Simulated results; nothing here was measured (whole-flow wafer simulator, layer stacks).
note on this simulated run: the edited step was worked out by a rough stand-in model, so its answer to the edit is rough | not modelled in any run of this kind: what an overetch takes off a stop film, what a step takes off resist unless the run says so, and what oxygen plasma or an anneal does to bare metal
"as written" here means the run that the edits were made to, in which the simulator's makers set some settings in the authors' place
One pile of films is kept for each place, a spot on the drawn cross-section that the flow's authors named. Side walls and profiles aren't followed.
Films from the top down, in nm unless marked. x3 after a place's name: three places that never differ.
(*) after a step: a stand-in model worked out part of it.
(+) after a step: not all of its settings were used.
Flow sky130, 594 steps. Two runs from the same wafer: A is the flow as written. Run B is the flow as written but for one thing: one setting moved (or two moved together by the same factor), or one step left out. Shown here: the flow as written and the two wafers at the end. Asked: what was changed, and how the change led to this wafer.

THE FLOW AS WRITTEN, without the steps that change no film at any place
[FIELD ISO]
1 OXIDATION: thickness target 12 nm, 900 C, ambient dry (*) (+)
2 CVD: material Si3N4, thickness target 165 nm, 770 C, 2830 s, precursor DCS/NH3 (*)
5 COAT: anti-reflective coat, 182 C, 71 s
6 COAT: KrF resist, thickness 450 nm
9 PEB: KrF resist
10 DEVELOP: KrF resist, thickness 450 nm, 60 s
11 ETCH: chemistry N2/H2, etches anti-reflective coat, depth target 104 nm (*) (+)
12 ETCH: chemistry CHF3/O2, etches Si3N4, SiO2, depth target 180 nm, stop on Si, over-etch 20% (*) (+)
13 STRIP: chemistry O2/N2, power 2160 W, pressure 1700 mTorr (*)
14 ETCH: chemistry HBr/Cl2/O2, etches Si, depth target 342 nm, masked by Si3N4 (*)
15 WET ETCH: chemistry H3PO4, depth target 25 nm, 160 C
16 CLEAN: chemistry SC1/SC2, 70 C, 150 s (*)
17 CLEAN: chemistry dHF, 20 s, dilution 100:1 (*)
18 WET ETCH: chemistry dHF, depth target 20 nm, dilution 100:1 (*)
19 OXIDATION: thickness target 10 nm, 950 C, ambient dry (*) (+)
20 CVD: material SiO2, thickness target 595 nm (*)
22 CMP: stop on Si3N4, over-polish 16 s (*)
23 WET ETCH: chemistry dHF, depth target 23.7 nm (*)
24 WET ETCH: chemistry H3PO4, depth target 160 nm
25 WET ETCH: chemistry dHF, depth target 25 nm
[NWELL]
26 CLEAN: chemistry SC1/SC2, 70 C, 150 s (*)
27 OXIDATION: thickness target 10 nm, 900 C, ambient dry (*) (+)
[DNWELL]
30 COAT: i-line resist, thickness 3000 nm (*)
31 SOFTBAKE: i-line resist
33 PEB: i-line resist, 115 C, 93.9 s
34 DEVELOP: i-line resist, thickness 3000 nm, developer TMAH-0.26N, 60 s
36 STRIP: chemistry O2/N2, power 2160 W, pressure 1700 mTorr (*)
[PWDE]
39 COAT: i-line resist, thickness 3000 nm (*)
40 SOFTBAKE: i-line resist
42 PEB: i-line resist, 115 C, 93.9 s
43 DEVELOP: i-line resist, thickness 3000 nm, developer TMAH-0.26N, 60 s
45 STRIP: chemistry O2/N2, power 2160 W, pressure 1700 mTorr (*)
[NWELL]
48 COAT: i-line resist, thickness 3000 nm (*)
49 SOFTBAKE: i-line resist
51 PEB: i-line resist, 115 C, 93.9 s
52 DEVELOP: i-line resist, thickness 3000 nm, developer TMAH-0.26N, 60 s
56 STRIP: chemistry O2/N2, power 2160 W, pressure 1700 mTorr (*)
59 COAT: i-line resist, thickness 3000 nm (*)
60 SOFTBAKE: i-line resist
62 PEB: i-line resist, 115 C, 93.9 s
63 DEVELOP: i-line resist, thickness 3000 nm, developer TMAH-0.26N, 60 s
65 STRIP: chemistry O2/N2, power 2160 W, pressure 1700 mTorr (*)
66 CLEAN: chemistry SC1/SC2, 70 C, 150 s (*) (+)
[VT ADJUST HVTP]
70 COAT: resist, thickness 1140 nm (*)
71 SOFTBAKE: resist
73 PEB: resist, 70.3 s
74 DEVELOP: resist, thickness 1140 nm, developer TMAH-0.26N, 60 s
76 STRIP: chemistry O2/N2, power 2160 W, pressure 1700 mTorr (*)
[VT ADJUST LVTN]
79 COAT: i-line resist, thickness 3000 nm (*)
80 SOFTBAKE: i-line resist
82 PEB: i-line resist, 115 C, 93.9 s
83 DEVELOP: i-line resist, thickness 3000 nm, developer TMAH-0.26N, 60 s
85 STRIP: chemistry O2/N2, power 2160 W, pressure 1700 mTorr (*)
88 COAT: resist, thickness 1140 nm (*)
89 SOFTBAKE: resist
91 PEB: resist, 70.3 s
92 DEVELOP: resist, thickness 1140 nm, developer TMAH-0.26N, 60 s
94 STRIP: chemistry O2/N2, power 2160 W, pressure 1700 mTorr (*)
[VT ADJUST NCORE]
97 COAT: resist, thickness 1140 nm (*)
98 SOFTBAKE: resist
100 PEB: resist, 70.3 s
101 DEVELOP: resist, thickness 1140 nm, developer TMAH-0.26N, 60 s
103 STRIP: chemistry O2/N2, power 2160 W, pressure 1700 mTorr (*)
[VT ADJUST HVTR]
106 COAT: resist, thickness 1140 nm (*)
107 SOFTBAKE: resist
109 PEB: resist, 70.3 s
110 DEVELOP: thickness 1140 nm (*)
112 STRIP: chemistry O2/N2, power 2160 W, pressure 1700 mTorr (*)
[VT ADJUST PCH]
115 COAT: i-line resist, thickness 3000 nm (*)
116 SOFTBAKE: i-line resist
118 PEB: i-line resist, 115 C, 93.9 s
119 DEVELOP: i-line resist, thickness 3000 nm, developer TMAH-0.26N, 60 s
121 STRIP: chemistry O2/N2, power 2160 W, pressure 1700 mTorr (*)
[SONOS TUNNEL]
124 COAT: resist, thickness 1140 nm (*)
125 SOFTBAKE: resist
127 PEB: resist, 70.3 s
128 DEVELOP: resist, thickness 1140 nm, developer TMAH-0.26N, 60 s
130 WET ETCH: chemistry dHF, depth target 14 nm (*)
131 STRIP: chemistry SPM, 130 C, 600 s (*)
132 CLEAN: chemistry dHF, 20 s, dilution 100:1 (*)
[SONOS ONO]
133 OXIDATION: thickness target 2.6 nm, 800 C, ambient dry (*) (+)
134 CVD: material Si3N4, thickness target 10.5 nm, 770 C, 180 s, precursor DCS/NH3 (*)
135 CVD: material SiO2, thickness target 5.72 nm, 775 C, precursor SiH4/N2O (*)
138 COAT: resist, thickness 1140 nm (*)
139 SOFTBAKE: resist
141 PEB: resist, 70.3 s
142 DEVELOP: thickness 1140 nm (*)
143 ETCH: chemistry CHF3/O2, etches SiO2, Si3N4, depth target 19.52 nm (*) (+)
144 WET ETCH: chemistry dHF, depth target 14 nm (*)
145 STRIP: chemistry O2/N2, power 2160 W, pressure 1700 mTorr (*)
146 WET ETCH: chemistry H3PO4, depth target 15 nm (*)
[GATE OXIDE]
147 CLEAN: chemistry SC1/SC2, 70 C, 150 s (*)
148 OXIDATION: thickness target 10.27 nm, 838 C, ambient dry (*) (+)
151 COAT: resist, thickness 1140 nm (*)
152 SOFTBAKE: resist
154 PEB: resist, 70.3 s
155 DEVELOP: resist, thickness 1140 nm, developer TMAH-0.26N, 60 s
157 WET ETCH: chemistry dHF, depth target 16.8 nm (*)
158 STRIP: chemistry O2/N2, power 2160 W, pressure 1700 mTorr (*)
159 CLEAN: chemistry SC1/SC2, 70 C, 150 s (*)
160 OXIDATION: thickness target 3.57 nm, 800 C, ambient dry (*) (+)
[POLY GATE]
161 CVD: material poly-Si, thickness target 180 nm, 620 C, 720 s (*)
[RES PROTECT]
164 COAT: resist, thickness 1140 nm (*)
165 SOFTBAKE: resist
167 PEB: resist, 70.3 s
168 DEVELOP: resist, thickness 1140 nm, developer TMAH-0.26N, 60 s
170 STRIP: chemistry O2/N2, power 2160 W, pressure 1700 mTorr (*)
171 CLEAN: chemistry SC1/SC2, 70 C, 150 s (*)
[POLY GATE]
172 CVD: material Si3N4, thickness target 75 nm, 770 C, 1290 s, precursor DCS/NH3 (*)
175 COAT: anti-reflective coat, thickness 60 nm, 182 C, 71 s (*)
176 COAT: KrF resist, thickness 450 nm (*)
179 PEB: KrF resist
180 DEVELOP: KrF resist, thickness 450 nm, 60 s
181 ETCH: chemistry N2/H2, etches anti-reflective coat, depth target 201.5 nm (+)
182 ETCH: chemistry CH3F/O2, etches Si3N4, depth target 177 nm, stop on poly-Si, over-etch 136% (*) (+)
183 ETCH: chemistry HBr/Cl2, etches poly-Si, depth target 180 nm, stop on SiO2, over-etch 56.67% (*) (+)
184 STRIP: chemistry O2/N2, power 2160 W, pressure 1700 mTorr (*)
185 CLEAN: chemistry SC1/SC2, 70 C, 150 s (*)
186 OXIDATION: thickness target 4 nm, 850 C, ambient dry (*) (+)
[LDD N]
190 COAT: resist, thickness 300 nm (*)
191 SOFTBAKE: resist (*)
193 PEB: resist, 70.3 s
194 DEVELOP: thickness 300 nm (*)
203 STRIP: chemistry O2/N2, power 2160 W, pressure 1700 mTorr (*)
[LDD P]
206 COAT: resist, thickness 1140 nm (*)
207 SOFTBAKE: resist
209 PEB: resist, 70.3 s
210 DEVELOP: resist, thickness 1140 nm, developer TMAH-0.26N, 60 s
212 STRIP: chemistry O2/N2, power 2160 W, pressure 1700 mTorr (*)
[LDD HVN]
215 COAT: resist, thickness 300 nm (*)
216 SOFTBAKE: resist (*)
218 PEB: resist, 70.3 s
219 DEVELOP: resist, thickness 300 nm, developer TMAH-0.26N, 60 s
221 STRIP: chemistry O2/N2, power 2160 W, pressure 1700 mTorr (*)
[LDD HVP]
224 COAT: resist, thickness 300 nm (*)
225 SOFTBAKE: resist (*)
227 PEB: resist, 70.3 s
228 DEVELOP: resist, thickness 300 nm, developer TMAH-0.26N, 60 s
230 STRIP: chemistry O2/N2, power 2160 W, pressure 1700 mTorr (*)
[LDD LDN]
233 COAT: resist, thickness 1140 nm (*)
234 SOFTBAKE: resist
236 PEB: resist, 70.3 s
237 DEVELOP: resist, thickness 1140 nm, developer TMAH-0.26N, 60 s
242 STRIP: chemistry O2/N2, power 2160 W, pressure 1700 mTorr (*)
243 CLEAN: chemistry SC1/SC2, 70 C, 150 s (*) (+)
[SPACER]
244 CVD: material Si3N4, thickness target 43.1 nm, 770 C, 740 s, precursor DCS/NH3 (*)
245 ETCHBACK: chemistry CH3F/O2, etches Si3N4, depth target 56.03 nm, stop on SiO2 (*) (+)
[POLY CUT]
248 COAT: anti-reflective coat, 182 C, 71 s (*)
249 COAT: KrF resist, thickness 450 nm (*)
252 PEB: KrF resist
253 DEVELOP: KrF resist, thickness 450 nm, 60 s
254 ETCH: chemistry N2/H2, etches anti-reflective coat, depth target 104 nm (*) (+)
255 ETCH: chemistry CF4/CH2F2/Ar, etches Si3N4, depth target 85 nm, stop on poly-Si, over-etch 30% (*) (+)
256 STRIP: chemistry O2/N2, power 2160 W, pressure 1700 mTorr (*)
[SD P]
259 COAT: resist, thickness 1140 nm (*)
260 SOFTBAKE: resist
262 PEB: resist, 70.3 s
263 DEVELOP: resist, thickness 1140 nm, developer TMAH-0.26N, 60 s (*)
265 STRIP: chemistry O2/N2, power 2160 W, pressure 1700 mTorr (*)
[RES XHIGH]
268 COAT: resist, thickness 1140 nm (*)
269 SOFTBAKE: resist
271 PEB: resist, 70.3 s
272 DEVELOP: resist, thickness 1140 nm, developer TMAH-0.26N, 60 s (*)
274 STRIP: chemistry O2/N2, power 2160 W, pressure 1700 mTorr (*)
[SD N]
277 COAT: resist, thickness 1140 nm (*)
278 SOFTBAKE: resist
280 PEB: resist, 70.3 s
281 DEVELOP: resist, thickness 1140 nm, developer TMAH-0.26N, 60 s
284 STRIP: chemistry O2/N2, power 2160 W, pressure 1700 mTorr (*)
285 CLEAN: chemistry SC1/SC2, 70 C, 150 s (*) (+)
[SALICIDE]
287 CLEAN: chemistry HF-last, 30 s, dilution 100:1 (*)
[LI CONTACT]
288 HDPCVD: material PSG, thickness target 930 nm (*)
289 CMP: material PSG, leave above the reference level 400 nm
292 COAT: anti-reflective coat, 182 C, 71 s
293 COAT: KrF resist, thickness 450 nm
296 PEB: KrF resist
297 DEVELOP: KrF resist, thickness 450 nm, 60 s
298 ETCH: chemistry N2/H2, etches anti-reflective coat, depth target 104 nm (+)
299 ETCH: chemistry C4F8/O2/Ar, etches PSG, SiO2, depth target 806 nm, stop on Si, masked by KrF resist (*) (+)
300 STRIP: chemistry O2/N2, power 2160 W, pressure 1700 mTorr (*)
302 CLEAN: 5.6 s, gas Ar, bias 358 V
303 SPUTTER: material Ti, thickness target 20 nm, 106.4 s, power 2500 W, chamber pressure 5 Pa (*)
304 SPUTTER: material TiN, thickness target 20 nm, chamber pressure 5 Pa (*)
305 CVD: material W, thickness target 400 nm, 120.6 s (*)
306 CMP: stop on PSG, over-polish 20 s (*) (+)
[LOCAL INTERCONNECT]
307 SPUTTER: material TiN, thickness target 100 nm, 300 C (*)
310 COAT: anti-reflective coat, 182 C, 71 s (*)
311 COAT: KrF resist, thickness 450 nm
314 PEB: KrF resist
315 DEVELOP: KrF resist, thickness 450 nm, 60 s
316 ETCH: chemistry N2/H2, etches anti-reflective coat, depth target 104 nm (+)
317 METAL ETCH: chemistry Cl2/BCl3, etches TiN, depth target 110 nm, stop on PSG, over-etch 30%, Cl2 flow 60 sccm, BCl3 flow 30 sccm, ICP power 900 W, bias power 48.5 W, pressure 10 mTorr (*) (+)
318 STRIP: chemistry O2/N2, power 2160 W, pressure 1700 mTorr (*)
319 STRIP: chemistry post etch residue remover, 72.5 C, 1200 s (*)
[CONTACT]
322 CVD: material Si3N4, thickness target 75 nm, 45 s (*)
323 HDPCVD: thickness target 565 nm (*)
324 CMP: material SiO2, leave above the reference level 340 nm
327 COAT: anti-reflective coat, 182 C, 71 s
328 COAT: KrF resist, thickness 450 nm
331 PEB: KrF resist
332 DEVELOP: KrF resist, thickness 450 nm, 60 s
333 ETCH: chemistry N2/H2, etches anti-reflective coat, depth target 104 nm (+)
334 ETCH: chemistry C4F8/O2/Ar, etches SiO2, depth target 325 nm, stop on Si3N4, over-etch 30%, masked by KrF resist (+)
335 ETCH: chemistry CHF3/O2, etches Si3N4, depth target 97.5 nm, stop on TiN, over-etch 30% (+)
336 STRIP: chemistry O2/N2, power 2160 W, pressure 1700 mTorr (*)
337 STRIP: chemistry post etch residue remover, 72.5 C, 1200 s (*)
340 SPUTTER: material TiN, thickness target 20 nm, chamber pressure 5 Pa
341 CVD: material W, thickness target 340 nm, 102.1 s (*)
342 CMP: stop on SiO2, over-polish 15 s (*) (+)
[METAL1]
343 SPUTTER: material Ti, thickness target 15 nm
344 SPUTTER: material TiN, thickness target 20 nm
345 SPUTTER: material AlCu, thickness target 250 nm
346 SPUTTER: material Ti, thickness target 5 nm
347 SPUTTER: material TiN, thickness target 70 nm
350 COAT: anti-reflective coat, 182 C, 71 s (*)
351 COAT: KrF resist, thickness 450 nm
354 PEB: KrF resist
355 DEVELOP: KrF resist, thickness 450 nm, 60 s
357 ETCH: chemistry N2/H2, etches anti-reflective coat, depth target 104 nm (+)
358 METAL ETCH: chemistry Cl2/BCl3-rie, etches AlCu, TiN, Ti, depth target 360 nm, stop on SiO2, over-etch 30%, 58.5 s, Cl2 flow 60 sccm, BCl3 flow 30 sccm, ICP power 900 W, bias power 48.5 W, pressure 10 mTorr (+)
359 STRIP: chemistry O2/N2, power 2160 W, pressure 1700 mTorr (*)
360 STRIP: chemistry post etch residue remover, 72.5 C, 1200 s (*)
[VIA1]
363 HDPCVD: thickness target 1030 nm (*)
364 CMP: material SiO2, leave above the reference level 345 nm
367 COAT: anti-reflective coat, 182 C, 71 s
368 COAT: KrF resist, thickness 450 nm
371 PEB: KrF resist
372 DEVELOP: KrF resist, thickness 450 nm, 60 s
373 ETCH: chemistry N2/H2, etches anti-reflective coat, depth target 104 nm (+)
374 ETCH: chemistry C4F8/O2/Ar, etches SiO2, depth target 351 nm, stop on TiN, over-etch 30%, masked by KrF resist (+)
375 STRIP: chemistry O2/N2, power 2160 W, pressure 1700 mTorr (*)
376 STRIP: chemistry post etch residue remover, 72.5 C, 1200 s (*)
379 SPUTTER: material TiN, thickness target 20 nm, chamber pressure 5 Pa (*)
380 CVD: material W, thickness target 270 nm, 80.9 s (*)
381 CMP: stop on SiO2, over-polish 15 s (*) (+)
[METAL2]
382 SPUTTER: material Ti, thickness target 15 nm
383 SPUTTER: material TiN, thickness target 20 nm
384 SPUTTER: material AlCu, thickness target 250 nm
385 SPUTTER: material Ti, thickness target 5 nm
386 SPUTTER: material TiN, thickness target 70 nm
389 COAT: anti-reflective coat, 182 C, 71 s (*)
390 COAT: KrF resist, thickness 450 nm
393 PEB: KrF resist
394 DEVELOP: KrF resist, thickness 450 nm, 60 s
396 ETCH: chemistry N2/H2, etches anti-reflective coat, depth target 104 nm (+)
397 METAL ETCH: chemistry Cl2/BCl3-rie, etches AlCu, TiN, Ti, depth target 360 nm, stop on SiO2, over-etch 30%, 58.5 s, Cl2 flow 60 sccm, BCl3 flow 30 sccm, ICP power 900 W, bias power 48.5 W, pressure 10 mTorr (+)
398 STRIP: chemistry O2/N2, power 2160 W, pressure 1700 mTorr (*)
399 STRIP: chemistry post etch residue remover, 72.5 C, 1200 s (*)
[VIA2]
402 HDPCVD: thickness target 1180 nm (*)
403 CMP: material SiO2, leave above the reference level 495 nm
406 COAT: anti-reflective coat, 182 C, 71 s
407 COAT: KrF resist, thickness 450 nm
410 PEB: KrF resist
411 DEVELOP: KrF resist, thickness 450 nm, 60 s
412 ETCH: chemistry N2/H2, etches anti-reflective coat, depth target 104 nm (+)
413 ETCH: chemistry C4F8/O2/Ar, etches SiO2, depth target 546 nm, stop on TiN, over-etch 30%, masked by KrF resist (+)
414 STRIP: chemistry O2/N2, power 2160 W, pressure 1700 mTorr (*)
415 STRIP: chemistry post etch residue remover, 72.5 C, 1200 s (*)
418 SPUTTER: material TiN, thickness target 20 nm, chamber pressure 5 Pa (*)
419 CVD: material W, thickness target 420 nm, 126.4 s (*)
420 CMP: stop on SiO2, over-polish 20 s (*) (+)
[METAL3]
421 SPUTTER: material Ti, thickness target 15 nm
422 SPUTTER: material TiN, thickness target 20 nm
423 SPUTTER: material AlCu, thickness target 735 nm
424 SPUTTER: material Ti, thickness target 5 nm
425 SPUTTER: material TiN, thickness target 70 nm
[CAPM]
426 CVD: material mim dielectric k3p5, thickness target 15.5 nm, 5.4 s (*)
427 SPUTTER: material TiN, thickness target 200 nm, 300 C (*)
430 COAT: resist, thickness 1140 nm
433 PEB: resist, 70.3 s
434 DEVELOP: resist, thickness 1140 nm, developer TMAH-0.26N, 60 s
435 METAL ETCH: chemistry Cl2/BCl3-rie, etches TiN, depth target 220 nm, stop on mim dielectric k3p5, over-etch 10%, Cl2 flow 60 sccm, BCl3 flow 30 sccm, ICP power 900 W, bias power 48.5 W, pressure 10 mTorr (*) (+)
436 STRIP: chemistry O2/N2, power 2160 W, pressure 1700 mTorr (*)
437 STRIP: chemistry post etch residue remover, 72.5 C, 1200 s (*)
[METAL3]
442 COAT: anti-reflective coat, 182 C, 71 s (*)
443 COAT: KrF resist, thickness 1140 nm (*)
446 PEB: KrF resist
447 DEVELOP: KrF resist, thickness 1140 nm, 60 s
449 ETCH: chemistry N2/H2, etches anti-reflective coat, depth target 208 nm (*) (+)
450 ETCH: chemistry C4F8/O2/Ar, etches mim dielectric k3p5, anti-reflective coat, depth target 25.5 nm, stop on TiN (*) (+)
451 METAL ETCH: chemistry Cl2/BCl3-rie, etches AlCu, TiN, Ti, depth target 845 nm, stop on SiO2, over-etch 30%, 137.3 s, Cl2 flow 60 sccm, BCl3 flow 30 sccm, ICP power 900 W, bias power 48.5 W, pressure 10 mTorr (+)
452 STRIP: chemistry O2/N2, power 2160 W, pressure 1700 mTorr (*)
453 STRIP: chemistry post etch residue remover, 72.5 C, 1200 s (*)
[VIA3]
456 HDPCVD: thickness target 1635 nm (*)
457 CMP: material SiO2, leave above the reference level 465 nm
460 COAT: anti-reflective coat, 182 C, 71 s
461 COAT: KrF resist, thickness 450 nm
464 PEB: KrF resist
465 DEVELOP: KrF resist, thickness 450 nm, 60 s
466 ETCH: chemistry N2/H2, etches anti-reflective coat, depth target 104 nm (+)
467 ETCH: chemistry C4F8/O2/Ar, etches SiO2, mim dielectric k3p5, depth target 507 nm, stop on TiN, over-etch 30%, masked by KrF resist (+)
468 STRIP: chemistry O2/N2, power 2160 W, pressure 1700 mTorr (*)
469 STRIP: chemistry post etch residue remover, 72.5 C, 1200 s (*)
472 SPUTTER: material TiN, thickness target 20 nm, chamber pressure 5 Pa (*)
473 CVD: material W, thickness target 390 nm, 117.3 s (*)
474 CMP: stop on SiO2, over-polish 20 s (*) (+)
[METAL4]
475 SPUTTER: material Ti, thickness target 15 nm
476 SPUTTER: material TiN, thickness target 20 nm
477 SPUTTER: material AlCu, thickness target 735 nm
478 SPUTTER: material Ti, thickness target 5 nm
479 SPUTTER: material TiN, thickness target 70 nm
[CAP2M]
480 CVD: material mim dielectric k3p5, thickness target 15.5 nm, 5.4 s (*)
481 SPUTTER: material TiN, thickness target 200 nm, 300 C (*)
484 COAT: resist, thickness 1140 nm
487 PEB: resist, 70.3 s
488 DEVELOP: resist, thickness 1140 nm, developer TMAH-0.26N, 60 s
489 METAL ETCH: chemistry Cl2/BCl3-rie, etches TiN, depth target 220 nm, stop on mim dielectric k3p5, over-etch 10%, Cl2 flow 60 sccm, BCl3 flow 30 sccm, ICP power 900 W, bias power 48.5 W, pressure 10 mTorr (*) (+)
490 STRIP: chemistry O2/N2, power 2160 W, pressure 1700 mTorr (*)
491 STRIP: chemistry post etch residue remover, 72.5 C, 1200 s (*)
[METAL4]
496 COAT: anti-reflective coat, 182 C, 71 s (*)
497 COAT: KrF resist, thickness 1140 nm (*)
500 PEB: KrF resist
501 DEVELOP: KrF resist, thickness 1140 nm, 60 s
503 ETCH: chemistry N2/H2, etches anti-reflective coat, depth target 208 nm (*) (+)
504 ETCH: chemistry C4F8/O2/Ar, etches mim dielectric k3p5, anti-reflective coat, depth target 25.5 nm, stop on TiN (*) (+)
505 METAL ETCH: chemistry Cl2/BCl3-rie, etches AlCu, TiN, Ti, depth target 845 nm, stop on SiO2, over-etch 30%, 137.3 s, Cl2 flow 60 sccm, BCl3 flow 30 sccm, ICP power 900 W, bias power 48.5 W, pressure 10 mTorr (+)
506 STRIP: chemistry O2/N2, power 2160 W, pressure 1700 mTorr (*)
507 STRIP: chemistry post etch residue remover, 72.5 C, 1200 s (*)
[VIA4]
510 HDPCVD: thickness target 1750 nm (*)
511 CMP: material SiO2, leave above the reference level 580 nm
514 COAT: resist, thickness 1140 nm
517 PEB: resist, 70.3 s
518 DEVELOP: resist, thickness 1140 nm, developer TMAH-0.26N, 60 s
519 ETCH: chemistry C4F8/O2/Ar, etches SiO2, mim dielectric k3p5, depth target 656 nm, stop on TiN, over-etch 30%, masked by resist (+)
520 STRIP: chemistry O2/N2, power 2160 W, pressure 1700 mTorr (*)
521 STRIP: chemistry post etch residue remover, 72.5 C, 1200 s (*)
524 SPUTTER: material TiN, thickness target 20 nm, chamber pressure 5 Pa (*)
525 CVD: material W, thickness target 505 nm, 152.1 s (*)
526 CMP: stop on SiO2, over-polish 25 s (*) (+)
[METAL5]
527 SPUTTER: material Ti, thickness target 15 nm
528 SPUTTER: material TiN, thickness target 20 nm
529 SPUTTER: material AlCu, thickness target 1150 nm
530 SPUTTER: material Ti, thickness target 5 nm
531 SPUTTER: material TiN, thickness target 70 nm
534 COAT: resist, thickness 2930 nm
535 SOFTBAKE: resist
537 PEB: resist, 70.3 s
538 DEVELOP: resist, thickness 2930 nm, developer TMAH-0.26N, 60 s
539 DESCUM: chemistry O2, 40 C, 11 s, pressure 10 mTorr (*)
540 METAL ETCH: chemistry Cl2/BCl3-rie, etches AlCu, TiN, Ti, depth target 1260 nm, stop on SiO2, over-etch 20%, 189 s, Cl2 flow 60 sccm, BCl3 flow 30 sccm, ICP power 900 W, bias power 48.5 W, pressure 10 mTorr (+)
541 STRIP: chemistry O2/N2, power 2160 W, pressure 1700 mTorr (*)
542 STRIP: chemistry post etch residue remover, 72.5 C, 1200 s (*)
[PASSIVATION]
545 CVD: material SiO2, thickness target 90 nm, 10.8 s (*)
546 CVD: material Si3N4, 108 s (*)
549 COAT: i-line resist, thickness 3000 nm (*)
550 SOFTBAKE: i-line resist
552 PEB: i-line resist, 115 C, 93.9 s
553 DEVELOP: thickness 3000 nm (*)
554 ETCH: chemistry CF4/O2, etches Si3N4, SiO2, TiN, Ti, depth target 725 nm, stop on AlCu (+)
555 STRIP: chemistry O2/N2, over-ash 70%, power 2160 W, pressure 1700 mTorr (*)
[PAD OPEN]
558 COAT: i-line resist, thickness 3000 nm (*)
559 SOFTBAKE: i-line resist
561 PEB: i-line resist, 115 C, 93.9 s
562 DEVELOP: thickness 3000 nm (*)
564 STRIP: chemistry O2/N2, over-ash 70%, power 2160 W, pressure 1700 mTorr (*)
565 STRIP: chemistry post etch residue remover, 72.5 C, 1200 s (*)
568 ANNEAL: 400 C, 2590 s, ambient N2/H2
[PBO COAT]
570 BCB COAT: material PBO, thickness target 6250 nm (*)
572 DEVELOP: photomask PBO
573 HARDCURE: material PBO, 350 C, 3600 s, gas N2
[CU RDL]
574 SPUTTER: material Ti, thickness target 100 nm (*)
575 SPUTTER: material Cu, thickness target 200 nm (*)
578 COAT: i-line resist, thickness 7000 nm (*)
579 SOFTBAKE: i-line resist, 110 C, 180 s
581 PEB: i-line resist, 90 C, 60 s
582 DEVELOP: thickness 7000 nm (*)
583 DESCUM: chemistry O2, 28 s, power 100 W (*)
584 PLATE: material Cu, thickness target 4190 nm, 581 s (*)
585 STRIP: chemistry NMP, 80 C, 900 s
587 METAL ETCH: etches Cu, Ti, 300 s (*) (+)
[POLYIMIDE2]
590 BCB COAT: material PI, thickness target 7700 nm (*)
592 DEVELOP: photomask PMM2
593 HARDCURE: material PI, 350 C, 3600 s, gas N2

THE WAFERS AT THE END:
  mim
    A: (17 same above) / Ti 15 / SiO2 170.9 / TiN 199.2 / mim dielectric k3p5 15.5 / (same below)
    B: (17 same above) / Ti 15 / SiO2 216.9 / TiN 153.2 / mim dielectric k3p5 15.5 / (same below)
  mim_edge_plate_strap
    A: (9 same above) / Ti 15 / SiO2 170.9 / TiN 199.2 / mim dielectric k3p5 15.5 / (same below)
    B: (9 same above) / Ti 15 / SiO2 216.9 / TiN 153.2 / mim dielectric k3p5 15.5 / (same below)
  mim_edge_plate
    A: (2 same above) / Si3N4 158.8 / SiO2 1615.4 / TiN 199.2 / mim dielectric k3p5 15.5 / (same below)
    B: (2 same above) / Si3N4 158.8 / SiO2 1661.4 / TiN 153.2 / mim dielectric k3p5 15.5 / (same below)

The cause: step 427, SPUTTER: thickness target 154 nm was run, where the flow has thickness target 200 nm.

How the change led to this, step by step:
  427 SPUTTER: material TiN, thickness target 200 nm, 300 C (*)
      field, active, n_well and 188 more: A TiN +200 (new film) | B TiN +154 (new film)
  435 METAL ETCH: chemistry Cl2/BCl3-rie, etches TiN, depth target 220 nm, stop on mim dielectric k3p5, over-etch 10%, Cl2 flow 60 sccm, BCl3 flow 30 sccm, ICP power 900 W, bias power 48.5 W, pressure 10 mTorr (*) (+)
      field, active, n_well and 185 more: A TiN -200 (all of it) | B TiN -154 (all of it)
      mim, mim_edge_plate_strap, mim_edge_plate: A resist -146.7 | B resist -112.9
  436 STRIP: chemistry O2/N2, power 2160 W, pressure 1700 mTorr (*)
      mim, mim_edge_plate_strap, mim_edge_plate: A resist -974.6 (all of it) | B resist -1008.3 (all of it)
  442 COAT: anti-reflective coat, 182 C, 71 s (*)
      rpm_encl, rpm_encl_psd, rpm_encl_urpm: A anti-reflective coat +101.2 (new film) | B anti-reflective coat +104.2 (new film)
      poly_licon, rpo_hd_licon: A anti-reflective coat +57.6 (new film) | B anti-reflective coat +70.3 (new film)
      (and at 6 more places)
  443 COAT: KrF resist, thickness 1140 nm (*)
      mim_edge_plate_strap, mim_edge_plate: A KrF resist +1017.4 (new film) | B KrF resist +1063.4 (new film)
      mim: A KrF resist +1025.5 (new film) | B KrF resist +1066.7 (new film)
  449 ETCH: chemistry N2/H2, etches anti-reflective coat, depth target 208 nm (*) (+)
      rpm_encl, rpm_encl_psd, rpm_encl_urpm: A anti-reflective coat -101.2 (all of it) | B anti-reflective coat -104.2 (all of it)
      poly_licon, rpo_hd_licon: A anti-reflective coat -57.6 (all of it) | B anti-reflective coat -70.3 (all of it)
      (and at 3 more places)
  452 STRIP: chemistry O2/N2, power 2160 W, pressure 1700 mTorr (*)
      mim_edge_plate_strap, mim_edge_plate: A KrF resist -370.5 (all of it), anti-reflective coat -3 (all of it) | B KrF resist -416.4 (all of it), anti-reflective coat -3 (all of it)
      mim: A KrF resist -378.7 (all of it), anti-reflective coat -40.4 (all of it) | B KrF resist -419.7 (all of it), anti-reflective coat -31.3 (all of it)
      (and at 2 more places)
  457 CMP: material SiO2, leave above the reference level 465 nm
      mim, mim_edge_plate_strap, mim_edge_plate: A SiO2 -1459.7 | B SiO2 -1413.7
